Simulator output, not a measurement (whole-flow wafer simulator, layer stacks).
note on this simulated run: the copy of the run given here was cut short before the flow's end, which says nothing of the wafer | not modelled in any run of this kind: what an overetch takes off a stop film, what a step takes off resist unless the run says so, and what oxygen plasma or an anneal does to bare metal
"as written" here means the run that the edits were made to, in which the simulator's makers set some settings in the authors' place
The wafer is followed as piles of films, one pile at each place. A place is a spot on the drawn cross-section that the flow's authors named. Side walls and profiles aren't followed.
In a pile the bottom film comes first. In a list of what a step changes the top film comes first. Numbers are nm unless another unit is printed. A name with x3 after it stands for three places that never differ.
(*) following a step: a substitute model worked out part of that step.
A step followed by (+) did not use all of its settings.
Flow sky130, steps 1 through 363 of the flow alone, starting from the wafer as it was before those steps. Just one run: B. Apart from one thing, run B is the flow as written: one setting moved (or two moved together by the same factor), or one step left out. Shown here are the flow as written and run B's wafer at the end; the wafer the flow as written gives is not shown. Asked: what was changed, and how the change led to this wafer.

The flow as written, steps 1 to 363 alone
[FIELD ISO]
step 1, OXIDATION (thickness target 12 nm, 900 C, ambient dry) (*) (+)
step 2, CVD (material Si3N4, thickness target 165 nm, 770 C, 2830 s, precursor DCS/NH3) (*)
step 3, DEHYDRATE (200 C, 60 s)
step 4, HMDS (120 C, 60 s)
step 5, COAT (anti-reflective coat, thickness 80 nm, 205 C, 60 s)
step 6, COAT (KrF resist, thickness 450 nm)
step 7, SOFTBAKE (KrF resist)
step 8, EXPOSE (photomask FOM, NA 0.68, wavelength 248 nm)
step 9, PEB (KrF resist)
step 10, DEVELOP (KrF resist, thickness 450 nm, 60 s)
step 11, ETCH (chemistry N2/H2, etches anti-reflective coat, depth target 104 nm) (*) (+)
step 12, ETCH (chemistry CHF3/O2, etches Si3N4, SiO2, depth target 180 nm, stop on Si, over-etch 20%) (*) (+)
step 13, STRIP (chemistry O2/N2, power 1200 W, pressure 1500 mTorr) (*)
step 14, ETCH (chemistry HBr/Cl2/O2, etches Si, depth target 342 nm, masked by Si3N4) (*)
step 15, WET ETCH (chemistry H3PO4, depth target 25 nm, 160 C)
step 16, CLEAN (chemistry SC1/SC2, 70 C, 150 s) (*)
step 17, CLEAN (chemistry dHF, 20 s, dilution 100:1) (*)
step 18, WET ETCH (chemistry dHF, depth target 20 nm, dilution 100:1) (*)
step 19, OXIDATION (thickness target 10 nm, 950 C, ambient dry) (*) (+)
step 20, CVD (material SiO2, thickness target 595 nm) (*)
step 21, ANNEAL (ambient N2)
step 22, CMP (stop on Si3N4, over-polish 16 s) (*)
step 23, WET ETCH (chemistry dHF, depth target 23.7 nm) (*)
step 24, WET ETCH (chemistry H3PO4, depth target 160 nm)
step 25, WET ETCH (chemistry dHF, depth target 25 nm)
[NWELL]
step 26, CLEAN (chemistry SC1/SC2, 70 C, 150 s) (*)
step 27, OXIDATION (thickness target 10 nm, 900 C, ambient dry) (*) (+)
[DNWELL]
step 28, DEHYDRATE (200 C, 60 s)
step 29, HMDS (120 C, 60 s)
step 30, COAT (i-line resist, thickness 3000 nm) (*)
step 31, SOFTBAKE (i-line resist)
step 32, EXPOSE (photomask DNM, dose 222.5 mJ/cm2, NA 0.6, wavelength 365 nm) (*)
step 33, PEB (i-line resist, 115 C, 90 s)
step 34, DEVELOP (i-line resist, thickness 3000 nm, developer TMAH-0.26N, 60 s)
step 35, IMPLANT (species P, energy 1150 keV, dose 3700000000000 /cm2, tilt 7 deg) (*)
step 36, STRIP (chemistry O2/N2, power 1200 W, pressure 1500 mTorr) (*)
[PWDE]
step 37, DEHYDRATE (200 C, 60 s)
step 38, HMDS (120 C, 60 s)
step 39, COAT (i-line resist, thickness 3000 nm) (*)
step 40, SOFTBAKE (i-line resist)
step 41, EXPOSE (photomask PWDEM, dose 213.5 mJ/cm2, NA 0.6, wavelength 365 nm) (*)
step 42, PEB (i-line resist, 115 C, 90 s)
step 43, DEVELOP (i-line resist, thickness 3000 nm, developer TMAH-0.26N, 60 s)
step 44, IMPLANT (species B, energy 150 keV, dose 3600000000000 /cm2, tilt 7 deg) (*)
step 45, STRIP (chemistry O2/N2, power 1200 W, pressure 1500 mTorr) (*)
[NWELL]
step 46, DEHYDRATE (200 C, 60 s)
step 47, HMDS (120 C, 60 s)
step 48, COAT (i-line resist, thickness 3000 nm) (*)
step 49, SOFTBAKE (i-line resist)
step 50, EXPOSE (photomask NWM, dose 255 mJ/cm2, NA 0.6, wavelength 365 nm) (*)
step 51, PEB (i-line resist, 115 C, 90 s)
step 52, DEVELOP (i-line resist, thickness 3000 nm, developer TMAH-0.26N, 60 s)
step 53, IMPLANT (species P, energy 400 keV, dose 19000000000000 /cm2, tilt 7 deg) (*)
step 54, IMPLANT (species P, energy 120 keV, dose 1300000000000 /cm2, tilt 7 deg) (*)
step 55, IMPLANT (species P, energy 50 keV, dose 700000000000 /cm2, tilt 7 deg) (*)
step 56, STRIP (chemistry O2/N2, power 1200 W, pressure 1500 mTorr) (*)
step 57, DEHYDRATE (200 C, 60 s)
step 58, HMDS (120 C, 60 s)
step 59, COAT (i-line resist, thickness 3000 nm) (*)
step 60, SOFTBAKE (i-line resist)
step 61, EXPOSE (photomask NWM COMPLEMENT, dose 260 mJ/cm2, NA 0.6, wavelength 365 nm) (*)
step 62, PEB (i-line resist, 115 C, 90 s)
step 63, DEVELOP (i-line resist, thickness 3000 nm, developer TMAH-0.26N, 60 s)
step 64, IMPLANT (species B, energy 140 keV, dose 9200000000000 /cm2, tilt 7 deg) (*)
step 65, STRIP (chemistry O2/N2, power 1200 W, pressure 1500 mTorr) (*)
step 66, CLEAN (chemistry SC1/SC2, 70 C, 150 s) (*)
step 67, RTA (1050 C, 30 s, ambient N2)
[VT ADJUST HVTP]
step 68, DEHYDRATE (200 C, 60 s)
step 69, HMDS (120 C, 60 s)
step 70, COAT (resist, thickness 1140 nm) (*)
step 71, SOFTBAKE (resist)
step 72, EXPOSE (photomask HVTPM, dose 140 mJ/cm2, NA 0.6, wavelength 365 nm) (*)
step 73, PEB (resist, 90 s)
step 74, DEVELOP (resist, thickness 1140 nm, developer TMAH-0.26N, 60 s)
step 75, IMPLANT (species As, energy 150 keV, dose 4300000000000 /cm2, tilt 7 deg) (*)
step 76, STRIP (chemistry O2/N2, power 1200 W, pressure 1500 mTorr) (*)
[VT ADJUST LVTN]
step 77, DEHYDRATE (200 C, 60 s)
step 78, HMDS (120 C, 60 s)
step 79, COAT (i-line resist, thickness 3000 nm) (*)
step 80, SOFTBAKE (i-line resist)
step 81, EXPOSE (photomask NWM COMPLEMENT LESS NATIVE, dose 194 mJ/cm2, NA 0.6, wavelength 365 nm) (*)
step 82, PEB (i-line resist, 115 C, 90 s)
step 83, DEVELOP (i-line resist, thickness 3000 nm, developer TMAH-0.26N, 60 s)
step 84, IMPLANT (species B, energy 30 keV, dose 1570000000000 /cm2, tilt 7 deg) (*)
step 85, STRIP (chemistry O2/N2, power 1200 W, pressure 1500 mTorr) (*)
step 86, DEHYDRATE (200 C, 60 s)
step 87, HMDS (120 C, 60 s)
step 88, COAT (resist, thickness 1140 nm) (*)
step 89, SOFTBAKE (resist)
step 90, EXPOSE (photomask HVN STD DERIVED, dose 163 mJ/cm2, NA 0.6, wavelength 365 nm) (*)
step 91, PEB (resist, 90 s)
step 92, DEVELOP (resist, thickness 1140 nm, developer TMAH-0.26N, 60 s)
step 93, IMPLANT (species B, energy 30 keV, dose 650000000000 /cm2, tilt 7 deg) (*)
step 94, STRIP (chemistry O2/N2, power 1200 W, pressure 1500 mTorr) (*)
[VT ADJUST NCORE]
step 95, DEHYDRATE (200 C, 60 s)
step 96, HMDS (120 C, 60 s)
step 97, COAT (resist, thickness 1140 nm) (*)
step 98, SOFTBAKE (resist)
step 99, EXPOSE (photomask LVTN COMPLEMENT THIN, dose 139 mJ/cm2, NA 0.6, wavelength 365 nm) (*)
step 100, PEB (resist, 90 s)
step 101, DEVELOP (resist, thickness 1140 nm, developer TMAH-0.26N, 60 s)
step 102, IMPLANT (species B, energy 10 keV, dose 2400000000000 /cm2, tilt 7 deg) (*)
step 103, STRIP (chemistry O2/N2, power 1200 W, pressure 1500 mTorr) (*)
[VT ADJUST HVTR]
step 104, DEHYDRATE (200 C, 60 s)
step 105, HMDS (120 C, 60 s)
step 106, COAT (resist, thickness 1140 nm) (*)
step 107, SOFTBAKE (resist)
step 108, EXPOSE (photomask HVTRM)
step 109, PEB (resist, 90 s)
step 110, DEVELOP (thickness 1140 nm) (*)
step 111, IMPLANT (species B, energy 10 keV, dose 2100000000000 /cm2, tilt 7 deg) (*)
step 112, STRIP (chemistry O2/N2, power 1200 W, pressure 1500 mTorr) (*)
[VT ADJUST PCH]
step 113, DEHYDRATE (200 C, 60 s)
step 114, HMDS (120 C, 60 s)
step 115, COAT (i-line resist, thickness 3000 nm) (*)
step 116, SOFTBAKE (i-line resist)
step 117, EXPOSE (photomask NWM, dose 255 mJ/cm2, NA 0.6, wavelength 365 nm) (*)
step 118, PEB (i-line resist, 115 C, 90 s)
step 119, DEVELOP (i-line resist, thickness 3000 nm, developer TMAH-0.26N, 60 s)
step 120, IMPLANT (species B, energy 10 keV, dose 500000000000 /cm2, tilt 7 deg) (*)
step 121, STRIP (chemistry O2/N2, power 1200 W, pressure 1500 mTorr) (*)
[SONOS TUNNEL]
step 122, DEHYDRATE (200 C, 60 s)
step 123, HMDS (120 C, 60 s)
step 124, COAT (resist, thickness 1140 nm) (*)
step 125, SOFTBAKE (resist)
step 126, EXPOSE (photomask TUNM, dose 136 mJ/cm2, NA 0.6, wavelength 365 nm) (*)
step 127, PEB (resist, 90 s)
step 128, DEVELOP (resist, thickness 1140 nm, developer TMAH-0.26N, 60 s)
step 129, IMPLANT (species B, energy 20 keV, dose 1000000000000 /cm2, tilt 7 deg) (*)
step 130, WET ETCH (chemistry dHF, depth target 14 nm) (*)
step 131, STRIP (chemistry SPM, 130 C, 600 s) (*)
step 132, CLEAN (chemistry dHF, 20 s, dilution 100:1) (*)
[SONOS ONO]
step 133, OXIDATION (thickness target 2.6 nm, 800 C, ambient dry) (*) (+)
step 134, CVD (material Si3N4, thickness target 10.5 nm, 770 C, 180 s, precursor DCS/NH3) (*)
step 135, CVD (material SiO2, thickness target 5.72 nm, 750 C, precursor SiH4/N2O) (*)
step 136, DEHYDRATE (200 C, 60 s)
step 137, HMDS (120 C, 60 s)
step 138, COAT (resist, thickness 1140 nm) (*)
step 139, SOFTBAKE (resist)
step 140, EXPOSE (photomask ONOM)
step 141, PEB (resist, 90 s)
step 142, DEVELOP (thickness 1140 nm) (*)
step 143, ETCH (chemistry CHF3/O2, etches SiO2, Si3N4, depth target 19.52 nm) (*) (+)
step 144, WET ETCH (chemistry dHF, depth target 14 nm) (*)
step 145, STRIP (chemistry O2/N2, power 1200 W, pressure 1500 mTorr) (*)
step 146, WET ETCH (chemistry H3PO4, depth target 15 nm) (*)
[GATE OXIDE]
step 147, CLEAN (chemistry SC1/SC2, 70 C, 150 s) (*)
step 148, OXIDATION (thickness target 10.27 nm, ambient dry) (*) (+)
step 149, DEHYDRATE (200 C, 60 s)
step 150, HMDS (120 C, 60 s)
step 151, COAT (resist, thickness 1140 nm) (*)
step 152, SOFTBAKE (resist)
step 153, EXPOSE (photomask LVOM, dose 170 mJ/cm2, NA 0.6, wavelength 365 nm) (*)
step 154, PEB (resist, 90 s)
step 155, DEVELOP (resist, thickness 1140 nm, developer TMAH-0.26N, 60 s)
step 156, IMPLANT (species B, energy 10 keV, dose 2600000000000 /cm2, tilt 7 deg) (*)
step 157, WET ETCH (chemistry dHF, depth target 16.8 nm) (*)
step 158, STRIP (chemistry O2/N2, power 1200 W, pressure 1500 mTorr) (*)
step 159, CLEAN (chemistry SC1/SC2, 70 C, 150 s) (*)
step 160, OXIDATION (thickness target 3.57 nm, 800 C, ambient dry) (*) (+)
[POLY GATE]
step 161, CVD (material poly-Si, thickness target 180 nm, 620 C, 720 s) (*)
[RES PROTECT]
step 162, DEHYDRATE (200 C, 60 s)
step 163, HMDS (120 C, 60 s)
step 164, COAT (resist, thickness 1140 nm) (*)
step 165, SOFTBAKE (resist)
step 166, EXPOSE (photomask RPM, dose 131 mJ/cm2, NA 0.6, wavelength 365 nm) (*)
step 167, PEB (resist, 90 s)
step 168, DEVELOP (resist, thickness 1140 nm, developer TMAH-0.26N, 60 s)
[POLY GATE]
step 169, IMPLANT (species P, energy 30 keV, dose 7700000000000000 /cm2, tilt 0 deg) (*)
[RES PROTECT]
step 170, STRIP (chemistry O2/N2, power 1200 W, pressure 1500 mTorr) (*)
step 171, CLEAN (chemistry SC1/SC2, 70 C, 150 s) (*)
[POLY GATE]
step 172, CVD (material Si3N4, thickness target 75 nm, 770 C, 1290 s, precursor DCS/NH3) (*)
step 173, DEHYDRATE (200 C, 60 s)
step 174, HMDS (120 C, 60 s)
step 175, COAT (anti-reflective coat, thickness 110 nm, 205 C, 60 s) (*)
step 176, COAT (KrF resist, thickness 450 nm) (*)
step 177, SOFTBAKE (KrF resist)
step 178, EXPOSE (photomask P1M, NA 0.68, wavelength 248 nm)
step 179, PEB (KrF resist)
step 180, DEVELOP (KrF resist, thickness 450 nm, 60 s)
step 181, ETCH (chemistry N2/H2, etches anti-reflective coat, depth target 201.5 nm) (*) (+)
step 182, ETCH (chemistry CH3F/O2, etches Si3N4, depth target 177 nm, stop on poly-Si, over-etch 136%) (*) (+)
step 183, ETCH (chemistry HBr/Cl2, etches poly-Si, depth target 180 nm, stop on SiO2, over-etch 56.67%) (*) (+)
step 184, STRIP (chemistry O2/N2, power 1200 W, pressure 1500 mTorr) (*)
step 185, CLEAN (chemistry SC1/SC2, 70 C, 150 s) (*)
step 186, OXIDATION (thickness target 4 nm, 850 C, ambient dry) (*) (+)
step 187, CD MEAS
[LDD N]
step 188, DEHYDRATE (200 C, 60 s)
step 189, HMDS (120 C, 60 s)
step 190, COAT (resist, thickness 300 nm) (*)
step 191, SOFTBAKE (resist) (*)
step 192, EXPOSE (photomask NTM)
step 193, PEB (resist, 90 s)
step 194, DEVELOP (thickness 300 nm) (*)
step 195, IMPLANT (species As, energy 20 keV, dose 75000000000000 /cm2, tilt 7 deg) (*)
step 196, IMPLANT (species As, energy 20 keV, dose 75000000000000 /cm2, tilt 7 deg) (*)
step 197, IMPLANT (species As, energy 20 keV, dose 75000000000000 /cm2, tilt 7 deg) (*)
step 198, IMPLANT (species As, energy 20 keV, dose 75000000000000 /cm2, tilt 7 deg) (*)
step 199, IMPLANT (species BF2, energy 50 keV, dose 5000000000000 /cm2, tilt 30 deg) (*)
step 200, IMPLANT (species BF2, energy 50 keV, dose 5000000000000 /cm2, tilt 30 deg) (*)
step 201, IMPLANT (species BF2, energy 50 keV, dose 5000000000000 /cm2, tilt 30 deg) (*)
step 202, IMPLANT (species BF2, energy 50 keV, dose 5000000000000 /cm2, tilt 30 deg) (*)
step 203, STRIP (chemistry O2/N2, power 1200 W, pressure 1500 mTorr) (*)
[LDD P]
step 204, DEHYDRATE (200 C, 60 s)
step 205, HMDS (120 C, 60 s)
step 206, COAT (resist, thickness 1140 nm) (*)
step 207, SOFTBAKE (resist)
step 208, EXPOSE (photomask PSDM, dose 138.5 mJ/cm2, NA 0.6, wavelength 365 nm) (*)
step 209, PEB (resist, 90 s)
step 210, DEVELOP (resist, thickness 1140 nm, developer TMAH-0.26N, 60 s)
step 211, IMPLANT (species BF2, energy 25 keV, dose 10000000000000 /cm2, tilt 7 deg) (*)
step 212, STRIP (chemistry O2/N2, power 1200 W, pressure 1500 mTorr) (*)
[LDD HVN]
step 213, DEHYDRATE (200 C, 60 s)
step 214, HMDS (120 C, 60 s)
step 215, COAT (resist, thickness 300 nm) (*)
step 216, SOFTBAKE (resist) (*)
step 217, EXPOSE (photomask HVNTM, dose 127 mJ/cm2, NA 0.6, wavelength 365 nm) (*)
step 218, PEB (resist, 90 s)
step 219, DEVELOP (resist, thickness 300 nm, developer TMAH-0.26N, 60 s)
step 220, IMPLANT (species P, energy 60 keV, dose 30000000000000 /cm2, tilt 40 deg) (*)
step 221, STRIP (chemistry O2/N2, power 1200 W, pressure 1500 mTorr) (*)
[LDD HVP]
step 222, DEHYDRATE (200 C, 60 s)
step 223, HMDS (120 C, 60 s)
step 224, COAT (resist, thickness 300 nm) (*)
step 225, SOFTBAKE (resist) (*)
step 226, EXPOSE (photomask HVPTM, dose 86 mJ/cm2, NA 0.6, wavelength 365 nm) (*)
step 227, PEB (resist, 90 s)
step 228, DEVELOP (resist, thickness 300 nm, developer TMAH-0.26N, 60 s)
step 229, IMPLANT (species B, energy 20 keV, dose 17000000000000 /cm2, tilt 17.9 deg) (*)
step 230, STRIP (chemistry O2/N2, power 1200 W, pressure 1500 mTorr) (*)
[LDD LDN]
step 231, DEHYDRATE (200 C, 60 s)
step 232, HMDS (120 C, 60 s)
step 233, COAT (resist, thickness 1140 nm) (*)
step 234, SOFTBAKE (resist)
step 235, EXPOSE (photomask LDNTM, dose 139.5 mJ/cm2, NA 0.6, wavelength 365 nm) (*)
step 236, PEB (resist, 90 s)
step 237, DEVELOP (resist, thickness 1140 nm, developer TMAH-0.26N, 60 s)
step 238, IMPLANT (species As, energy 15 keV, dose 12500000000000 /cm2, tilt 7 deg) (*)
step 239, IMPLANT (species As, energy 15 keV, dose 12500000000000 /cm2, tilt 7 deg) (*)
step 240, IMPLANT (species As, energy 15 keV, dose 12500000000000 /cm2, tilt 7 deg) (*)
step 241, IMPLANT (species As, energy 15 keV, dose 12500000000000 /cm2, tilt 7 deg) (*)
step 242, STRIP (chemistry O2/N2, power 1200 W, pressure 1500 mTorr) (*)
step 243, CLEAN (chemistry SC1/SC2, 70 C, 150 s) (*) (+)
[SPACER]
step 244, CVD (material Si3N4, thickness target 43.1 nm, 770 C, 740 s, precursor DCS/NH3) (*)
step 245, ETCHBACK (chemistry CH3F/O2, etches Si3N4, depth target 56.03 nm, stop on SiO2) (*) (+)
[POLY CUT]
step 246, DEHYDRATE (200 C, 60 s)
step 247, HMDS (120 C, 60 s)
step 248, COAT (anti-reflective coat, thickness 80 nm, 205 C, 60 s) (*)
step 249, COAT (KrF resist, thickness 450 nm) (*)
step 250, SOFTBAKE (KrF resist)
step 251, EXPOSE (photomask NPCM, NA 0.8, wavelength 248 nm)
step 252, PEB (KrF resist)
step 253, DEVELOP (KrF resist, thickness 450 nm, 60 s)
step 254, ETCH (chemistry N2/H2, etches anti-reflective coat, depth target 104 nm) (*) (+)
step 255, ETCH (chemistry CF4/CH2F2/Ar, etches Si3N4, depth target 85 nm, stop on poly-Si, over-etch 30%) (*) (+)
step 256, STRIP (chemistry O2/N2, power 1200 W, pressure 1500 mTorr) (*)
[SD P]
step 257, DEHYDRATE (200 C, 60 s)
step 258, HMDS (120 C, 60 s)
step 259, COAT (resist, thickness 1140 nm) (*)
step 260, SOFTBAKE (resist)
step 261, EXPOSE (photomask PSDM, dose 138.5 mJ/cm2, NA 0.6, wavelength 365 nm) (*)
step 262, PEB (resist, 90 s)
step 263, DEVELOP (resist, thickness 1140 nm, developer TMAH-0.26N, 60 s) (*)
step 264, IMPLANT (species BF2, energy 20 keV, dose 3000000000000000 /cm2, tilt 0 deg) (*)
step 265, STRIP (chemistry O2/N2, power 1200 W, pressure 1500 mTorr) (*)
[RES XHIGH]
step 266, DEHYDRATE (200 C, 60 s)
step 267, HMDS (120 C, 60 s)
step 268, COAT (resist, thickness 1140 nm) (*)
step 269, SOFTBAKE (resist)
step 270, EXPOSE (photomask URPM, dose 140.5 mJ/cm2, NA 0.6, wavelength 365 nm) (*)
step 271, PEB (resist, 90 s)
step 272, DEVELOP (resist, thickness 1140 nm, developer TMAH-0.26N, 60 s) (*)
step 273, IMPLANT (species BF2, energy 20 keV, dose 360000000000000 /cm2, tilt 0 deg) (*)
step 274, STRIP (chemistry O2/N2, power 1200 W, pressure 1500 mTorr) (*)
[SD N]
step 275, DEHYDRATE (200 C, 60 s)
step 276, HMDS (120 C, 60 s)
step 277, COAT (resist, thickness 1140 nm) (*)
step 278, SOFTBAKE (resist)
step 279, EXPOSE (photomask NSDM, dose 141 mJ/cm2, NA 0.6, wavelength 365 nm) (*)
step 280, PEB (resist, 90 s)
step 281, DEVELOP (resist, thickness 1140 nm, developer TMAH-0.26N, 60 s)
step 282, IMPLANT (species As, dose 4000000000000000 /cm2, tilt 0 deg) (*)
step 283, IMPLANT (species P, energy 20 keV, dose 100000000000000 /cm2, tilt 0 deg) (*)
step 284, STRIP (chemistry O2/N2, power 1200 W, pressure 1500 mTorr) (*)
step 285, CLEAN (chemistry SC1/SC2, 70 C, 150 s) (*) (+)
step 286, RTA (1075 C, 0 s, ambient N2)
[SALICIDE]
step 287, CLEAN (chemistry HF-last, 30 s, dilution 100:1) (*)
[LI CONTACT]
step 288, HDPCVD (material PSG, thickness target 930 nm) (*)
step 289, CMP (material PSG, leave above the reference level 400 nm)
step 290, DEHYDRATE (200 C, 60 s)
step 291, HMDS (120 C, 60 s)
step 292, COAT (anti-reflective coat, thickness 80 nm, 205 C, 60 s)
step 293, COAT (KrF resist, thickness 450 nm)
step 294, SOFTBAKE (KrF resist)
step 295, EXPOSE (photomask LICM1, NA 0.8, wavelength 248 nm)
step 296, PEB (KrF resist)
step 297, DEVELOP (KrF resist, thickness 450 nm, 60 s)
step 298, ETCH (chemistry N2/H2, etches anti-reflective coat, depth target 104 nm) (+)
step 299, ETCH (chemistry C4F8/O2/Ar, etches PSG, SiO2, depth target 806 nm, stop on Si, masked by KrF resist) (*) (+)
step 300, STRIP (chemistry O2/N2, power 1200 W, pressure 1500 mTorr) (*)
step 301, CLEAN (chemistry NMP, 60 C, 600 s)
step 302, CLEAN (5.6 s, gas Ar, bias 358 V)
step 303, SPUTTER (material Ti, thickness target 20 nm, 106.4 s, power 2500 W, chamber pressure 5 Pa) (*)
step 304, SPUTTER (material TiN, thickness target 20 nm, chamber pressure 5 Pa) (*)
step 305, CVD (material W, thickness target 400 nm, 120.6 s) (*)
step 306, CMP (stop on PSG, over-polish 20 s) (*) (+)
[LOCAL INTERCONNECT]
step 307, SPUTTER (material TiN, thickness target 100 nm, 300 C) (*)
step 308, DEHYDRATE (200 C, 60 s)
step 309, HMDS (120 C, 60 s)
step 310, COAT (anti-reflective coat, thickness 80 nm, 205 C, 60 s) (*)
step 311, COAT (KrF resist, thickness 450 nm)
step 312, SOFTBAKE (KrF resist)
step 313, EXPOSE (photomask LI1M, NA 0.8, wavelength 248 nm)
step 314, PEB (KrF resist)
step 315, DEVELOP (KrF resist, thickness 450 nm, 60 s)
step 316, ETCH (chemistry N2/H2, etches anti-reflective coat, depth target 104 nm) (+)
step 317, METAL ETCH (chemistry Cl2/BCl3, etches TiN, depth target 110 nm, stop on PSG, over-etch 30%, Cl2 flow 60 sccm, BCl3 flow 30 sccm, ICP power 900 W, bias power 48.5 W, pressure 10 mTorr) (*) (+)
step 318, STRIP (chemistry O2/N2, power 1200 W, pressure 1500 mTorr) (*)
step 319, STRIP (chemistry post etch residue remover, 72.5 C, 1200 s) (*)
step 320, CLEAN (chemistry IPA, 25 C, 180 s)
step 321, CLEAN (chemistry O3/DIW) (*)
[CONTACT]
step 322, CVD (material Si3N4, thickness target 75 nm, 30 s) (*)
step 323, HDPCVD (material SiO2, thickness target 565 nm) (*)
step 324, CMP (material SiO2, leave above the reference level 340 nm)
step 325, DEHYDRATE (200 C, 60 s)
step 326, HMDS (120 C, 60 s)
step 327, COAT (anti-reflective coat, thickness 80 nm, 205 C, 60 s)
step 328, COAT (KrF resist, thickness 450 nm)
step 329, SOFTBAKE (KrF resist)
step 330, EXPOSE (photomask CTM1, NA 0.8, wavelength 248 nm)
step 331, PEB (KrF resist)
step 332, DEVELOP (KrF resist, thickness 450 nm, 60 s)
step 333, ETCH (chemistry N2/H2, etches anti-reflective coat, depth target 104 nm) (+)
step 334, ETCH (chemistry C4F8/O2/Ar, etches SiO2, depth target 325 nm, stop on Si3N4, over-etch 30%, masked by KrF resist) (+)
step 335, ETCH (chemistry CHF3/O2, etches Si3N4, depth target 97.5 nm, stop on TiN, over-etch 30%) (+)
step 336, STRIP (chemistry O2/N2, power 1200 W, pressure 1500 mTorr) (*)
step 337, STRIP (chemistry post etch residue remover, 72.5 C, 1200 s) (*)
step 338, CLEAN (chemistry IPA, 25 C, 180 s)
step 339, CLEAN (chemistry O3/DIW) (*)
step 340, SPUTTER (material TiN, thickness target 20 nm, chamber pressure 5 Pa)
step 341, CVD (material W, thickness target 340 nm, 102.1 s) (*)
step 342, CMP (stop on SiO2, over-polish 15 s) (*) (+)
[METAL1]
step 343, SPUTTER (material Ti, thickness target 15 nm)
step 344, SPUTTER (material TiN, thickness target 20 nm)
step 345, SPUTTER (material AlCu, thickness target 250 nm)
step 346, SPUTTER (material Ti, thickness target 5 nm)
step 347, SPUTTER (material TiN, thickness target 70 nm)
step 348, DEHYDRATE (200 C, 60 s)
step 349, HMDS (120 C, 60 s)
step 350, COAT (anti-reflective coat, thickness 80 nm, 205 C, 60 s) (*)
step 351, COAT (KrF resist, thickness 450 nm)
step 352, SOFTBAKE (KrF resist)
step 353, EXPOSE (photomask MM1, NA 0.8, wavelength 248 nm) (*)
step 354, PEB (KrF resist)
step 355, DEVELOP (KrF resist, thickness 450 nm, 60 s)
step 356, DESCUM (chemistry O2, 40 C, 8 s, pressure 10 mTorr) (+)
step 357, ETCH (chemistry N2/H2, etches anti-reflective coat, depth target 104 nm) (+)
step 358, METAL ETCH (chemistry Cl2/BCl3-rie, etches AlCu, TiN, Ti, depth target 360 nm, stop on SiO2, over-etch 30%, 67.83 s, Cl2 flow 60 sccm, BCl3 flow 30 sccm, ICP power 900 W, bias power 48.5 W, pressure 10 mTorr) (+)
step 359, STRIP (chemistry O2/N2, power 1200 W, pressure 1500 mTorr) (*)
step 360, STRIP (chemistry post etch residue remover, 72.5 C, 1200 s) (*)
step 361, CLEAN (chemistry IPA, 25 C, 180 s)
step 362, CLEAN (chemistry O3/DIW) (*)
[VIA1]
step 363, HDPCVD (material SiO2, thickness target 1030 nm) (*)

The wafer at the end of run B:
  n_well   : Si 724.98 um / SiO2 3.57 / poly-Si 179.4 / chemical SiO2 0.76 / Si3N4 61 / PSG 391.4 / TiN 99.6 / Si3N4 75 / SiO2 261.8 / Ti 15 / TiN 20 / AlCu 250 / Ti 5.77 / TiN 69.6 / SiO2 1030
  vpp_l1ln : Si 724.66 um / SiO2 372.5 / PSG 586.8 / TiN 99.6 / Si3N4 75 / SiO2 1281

Cause: step 346, SPUTTER: thickness target 5.77 nm was run, whereas the flow has thickness target 5 nm.
One can read it off the wafer: n_well has Ti 5.77, and step 346 as written asks for 5 nm.

Step by step, how the change led to this:
  step 346, SPUTTER (material Ti, thickness target 5 nm)
      field, active, n_well and 188 more: Ti gains 5.77 (new film) (it would be, as written: Ti gains 5 (new film))
  step 358, METAL ETCH (chemistry Cl2/BCl3-rie, etches AlCu, TiN, Ti, depth target 360 nm, stop on SiO2, over-etch 30%, 67.83 s, Cl2 flow 60 sccm, BCl3 flow 30 sccm, ICP power 900 W, bias power 48.5 W, pressure 10 mTorr) (+)
      field, active, gate and 81 more: TiN loses 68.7 (all of it), Ti loses 5.77 (all of it), AlCu loses 250 (all of it), TiN loses 20 (all of it), Ti loses 15 (all of it), SiO2 loses 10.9 (it would be, as written: TiN loses 68.7 (all of it), Ti loses 5 (all of it), AlCu loses 250 (all of it), TiN loses 20 (all of it), Ti loses 15 (all of it), SiO2 loses 10.9)
